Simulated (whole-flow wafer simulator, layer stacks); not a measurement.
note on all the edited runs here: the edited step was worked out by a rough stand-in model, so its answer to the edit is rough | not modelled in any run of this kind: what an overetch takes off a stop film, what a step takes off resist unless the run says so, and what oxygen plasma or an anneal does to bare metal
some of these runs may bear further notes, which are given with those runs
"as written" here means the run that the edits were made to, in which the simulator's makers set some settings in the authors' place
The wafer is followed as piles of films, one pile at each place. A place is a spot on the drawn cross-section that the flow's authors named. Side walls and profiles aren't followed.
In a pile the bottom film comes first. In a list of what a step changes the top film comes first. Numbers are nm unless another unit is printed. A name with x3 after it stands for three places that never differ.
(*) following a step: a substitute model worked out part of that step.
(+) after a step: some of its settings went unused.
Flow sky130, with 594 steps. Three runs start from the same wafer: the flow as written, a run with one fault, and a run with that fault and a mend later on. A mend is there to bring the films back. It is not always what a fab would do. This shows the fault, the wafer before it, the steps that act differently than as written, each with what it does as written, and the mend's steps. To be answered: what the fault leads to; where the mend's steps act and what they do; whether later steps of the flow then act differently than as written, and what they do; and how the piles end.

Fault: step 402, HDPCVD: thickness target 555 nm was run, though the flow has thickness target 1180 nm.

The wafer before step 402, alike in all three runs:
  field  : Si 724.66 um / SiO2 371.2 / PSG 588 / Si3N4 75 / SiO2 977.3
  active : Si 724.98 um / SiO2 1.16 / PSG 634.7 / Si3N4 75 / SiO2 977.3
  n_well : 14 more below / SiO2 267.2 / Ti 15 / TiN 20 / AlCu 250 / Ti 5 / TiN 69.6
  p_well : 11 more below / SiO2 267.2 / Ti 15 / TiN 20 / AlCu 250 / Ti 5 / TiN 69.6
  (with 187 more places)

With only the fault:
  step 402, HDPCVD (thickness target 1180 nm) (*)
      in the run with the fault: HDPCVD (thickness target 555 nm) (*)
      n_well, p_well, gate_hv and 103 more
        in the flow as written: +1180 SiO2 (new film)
        in the run with the fault: +555 SiO2 (new film)
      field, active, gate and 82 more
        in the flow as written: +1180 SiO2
        in the run with the fault: +555 SiO2
  Steps further on in the flow that do not act as written (22 more steps, not shown, differ only slightly: by at most 2% or 0.5 nm, whichever is larger):
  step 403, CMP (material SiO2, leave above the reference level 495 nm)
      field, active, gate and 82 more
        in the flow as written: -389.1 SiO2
        in the run with the fault: nothing
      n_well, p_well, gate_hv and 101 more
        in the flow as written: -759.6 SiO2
        in the run with the fault: -134.6 SiO2
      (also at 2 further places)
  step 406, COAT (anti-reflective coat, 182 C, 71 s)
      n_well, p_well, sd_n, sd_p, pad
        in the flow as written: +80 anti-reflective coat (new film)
        in the run with the fault: +3 anti-reflective coat (new film)
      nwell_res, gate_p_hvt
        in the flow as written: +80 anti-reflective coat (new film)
        in the run with the fault: +43.8 anti-reflective coat (new film)
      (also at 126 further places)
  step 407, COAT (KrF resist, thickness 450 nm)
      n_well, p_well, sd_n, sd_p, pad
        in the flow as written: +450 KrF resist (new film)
        in the run with the fault: +266.2 KrF resist (new film)
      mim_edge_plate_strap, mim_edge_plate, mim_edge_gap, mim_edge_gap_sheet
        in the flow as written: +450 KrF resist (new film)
        in the run with the fault: +424 KrF resist (new film)
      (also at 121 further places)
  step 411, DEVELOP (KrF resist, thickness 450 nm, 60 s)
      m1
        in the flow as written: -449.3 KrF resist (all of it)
        in the run with the fault: -359.9 KrF resist (all of it)
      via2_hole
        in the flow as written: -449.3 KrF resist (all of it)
        in the run with the fault: -298.6 KrF resist (all of it)
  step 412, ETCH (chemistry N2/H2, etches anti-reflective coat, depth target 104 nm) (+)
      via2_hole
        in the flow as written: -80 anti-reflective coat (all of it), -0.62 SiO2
        in the run with the fault: -23.4 anti-reflective coat (all of it)
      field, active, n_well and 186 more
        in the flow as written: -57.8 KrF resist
        in the run with the fault: -13.7 KrF resist
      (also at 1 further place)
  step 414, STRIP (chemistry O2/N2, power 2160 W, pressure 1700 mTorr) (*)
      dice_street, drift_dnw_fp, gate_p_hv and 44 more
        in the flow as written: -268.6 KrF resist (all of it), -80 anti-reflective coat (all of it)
        in the run with the fault: -312.7 KrF resist (all of it), -80 anti-reflective coat (all of it)
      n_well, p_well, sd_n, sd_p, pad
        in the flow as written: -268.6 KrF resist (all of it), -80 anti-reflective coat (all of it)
        in the run with the fault: -129.2 KrF resist (all of it), -3 anti-reflective coat (all of it)
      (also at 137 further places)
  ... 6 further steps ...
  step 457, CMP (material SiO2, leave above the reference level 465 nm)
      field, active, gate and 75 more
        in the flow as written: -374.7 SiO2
        in the run with the fault: -393.2 SiO2
  The piles end different from the flow's at field, active, gate and 85 more by more than 2% or 0.5 nm, whichever is larger.
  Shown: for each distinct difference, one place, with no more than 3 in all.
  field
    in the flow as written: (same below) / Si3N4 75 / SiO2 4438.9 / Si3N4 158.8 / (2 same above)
    in the run with the fault: (same below) / Si3N4 75 / SiO2 1532.3 / TiN 20 / W 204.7 / SiO2 2681.9 / Si3N4 158.8 / (2 same above)
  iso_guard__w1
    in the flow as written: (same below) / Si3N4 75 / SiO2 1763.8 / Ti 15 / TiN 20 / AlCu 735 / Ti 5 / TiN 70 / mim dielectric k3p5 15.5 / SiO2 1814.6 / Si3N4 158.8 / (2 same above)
    in the run with the fault: (same below) / Si3N4 75 / SiO2 1532.3 / TiN 20 / W 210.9 / Ti 15 / TiN 20 / AlCu 735 / Ti 5 / TiN 70 / mim dielectric k3p5 15.5 / SiO2 1815.2 / Si3N4 158.8 / (2 same above)
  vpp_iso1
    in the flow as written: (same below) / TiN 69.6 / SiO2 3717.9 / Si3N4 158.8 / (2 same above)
    in the run with the fault: (same below) / TiN 69.6 / SiO2 811.3 / TiN 20 / W 204.7 / SiO2 2681.9 / Si3N4 158.8 / (2 same above)

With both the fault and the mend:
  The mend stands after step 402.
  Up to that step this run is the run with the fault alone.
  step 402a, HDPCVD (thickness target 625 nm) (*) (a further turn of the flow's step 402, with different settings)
      field, active, n_well and 188 more
        +625 SiO2
  Later steps of the flow that are run all act as written at every place that is followed, up to a difference of at most 2% or 0.5 nm, whichever is larger.
  By the end, the piles equal the flow's at every place that both follow.
